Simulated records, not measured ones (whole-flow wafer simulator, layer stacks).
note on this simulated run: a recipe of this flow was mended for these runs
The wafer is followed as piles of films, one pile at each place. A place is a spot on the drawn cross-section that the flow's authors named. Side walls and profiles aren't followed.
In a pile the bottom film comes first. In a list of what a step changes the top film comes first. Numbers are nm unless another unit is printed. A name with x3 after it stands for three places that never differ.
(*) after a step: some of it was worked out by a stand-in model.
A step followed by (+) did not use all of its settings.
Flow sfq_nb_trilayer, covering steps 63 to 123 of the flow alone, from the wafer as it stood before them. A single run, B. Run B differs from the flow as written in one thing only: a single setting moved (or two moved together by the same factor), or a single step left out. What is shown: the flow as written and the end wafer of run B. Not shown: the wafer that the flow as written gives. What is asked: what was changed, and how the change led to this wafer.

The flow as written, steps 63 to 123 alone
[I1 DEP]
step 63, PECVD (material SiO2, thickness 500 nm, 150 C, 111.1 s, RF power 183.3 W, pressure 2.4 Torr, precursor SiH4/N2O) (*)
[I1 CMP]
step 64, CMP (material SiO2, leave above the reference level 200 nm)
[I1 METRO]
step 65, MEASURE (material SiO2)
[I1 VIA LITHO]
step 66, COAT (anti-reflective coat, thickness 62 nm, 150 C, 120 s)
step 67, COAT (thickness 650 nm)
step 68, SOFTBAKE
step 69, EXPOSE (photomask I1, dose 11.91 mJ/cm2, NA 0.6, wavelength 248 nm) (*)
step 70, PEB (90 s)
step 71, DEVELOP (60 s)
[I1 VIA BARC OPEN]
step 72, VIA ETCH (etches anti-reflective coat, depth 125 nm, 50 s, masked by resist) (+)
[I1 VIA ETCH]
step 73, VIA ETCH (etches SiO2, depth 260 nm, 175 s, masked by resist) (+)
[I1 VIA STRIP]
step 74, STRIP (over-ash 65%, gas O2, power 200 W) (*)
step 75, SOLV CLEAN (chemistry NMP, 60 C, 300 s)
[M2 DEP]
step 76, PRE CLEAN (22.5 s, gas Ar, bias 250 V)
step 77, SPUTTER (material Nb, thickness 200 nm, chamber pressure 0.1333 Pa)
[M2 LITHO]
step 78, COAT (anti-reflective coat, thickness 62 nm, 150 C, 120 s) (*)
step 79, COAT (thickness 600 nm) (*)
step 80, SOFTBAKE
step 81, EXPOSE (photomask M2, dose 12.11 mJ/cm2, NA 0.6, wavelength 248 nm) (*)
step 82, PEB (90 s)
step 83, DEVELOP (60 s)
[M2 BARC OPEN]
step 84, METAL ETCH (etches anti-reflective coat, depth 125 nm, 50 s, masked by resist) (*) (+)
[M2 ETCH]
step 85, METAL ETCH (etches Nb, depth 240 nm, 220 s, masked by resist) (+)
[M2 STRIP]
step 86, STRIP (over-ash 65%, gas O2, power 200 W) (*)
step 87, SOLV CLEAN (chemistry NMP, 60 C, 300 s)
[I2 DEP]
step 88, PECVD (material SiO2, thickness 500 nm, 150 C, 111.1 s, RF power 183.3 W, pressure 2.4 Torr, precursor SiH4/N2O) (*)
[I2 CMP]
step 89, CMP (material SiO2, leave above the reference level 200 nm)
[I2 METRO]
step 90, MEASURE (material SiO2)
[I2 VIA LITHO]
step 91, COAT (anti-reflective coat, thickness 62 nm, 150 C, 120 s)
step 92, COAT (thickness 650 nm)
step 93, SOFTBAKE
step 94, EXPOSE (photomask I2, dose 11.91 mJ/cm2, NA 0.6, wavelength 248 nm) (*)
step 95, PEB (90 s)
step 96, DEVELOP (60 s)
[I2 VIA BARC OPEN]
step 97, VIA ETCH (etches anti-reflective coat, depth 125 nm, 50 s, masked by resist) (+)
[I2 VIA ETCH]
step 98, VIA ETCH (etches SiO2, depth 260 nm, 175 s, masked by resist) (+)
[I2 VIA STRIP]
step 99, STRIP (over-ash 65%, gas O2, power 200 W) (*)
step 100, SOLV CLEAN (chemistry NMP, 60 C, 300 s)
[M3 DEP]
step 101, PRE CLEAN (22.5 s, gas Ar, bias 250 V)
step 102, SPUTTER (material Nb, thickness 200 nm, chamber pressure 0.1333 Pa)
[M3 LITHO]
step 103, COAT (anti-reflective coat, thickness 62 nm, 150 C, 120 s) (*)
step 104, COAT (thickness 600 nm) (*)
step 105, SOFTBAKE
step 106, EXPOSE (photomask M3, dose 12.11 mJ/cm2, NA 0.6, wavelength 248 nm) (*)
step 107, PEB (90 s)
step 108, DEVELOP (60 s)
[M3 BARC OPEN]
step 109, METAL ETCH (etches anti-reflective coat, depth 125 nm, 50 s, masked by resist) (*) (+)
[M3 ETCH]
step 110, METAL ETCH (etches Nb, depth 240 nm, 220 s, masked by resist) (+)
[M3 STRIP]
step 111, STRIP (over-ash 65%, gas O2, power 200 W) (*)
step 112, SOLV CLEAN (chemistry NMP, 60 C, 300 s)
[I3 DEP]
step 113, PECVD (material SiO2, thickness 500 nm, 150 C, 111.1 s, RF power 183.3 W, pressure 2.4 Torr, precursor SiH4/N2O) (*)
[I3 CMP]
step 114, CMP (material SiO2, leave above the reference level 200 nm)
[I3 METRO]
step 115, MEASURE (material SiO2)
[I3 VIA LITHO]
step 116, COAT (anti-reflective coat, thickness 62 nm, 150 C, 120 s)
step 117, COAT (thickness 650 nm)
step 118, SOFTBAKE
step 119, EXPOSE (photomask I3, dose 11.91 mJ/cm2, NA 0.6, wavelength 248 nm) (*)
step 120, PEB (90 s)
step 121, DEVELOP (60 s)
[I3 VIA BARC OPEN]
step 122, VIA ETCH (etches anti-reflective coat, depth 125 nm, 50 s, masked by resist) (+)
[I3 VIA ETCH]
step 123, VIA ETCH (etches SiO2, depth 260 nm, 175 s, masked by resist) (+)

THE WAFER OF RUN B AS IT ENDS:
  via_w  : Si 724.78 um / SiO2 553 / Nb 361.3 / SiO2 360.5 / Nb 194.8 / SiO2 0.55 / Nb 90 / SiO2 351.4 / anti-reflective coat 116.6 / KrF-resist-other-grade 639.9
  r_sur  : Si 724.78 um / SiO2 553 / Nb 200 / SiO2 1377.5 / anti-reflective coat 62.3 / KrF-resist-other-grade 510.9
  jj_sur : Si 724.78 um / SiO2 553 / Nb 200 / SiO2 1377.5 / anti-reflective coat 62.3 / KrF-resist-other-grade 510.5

Cause: step 63, PECVD: pressure 3.84 Torr was run, while the flow as written has pressure 2.4 Torr.

How this came from the change, step by step:
  step 63, PECVD (material SiO2, thickness 500 nm, 150 C, 111.1 s, RF power 183.3 W, pressure 2.4 Torr, precursor SiH4/N2O) (*)
      field_l, be, be_sur and 72 more: +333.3 SiO2 (it would be, as written: +500 SiO2)
      v_sur, via_wl, via_wr and 20 more: +333.3 SiO2 (new film) (it would be, as written: +500 SiO2 (new film))
      (also at 8 further places)
  step 64, CMP (material SiO2, leave above the reference level 200 nm)
      field_l, be, be_sur and 72 more: nothing (it would be, as written: -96 SiO2)
      lsp_m, ln_m6, lsp_r, l0_sur, l0v: nothing (it would be, as written: -90.8 SiO2)
      (also at 26 further places)
  step 66, COAT (anti-reflective coat, thickness 62 nm, 150 C, 120 s)
      wl_a_sr, wl_b_sl, wl_c_m6: +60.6 anti-reflective coat (new film) (it would be, as written: +62 anti-reflective coat (new film))
      m0r_line_l x3: +70.1 anti-reflective coat (new film) (it would be, as written: +62 anti-reflective coat (new film))
      (also at 73 further places)
  step 67, COAT (thickness 650 nm)
      wl_j_sl, m8r_pad_r: +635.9 KrF-resist-other-grade (new film) (it would be, as written: +650 KrF-resist-other-grade (new film))
      m5r_line_l, m5r_line_r: +665.5 KrF-resist-other-grade (new film) (it would be, as written: +650 KrF-resist-other-grade (new film))
      (also at 15 further places)
  step 71, DEVELOP (60 s)
      via_v: -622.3 KrF-resist-other-grade (all of it) (it would be, as written: -648.6 KrF-resist-other-grade (all of it))
  step 72, VIA ETCH (etches anti-reflective coat, depth 125 nm, 50 s, masked by resist) (+)
      via_v: -60 anti-reflective coat (all of it), -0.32 SiO2 (it would be, as written: -62 anti-reflective coat (all of it), -0.31 SiO2)
  step 74, STRIP (over-ash 65%, gas O2, power 200 W) (*)
      m0r_line_l x3: -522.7 KrF-resist-other-grade (all of it), -70.1 anti-reflective coat (all of it) (it would be, as written: -510.8 KrF-resist-other-grade (all of it), -62 anti-reflective coat (all of it))
      m0r_space_l, m6r_space_l x2: -513.8 KrF-resist-other-grade (all of it), -80.8 anti-reflective coat (all of it) (it would be, as written: -510.8 KrF-resist-other-grade (all of it), -62 anti-reflective coat (all of it))
      (also at 73 further places)
  step 77, SPUTTER (material Nb, thickness 200 nm, chamber pressure 0.1333 Pa)
      be, lsp_l: +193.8 Nb (new film) (it would be, as written: +200 Nb (new film))
      via_w: +194.8 Nb (new film) (it would be, as written: +200 Nb (new film))
  step 78, COAT (anti-reflective coat, thickness 62 nm, 150 C, 120 s) (*)
      l0r_line_c, m0r_line_r x3: +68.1 anti-reflective coat (new film) (it would be, as written: +62 anti-reflective coat (new film))
      wl_a_sr, wl_b_sl, wl_b_sr: +60.5 anti-reflective coat (new film) (it would be, as written: +62 anti-reflective coat (new film))
      (also at 73 further places)
  step 79, COAT (thickness 600 nm) (*)
      m5r_line_l, m5r_line_r: +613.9 KrF-resist-other-grade (new film) (it would be, as written: +600 KrF-resist-other-grade (new film))
      m5r_linepad_l, m5r_linepad_r: +586.1 KrF-resist-other-grade (new film) (it would be, as written: +600 KrF-resist-other-grade (new film))
      (also at 16 further places)
  step 83, DEVELOP (60 s)
      m5r_line_l, m5r_line_r: -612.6 KrF-resist-other-grade (all of it) (it would be, as written: -598.7 KrF-resist-other-grade (all of it))
      m5r_linepad_l, m5r_linepad_r: -584.9 KrF-resist-other-grade (all of it) (it would be, as written: -598.7 KrF-resist-other-grade (all of it))
      (also at 10 further places)
  step 84, METAL ETCH (etches anti-reflective coat, depth 125 nm, 50 s, masked by resist) (*) (+)
      l0r_line_c, m0r_line_r x3: -68.1 anti-reflective coat (all of it) (it would be, as written: -62 anti-reflective coat (all of it))
      m0r_line_l x3: -68.3 anti-reflective coat (all of it) (it would be, as written: -62 anti-reflective coat (all of it))
      (also at 54 further places)
  step 85, METAL ETCH (etches Nb, depth 240 nm, 220 s, masked by resist) (+)
      be, lsp_l: -193.8 Nb (all of it), -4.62 SiO2 (it would be, as written: -200 Nb (all of it), -4 SiO2)
  step 86, STRIP (over-ash 65%, gas O2, power 200 W) (*)
      v_sur: -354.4 KrF-resist-other-grade (all of it), -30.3 anti-reflective coat (all of it) (it would be, as written: -360.6 KrF-resist-other-grade (all of it), -64.8 anti-reflective coat (all of it))
      via_wl: -347 KrF-resist-other-grade (all of it), -40.3 anti-reflective coat (all of it) (it would be, as written: -357.4 KrF-resist-other-grade (all of it), -67.7 anti-reflective coat (all of it))
      (also at 20 further places)
  step 89, CMP (material SiO2, leave above the reference level 200 nm)
      field_l, be_sur, gap and 72 more: -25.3 SiO2 (it would be, as written: -96 SiO2)
      lsp_m, ln_m6, lsp_r, l0_sur, l0v: -21.9 SiO2 (it would be, as written: -96 SiO2)
      (also at 3 further places)
  step 98, VIA ETCH (etches SiO2, depth 260 nm, 175 s, masked by resist) (+)
      via_w: -260 SiO2 (it would be, as written: -199.7 SiO2 (all of it), -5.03 Nb)
  ... another 11 steps ...
  step 122, VIA ETCH (etches anti-reflective coat, depth 125 nm, 50 s, masked by resist) (+)
      via_v: -71 anti-reflective coat (all of it), -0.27 SiO2 (it would be, as written: -62 anti-reflective coat (all of it), -0.31 SiO2)
With metal films that touch counted as one body, via_w has 3 bodies (between them, from the top down: SiO2 0.55; SiO2 360.5); the flow as written gives 2 bodies (between them, from the top down: SiO2 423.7).
